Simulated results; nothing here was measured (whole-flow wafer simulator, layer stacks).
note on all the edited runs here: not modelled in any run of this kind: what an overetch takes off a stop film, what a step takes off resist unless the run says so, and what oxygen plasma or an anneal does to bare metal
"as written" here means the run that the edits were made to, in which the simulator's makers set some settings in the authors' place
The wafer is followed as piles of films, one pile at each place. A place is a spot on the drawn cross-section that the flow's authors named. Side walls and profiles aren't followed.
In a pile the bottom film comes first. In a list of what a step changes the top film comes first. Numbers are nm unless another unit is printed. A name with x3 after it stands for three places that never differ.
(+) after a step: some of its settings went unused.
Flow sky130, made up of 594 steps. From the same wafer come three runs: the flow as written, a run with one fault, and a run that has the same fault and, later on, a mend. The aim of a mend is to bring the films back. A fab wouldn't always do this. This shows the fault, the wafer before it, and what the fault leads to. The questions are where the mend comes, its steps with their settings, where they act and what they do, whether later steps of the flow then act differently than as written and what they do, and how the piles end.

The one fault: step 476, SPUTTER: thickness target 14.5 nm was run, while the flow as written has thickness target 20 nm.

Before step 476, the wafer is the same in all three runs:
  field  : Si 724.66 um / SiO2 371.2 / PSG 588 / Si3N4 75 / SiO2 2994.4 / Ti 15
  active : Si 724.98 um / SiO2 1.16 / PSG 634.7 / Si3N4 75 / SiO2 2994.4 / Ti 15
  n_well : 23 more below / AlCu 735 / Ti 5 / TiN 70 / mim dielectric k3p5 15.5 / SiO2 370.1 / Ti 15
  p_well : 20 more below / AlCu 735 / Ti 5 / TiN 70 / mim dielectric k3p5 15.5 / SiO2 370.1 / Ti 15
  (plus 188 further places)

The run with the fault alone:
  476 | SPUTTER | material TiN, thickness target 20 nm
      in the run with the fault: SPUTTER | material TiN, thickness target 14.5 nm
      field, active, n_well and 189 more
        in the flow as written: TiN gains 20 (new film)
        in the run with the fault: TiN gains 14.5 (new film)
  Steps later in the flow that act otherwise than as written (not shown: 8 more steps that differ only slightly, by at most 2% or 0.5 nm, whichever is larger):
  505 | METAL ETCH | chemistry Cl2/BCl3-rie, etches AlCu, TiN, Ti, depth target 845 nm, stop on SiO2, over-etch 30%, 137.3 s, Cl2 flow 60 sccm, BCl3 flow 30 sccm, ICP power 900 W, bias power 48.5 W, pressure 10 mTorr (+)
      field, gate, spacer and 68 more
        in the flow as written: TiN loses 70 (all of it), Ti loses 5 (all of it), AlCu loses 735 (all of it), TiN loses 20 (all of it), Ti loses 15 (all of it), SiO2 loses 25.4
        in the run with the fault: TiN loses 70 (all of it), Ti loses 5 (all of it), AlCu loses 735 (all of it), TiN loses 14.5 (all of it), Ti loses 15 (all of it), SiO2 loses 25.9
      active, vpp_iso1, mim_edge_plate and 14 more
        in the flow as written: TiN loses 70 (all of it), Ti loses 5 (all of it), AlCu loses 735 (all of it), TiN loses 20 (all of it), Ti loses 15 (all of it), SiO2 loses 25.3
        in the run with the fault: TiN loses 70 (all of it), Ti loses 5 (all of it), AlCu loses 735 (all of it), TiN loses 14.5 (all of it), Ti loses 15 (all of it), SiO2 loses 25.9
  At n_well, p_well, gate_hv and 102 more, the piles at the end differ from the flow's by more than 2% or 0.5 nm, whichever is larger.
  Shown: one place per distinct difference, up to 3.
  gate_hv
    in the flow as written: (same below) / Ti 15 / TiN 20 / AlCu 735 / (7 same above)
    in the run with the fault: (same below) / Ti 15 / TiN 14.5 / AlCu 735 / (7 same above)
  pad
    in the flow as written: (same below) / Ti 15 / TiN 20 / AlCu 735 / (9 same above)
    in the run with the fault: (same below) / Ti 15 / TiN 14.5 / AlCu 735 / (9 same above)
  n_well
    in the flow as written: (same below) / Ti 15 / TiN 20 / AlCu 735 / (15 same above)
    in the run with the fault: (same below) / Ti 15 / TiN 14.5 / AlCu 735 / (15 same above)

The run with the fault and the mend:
  The mend stands after step 476.
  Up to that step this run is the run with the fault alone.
  476a | SPUTTER | material TiN, thickness target 5.5 nm (the flow's step 476 again, with other settings)
      field, active, n_well and 189 more
        TiN gains 5.5
  None of the later steps of the flow acts differently than as written at any place that is followed.
  At every place that both follow, the piles at the end match the flow's.
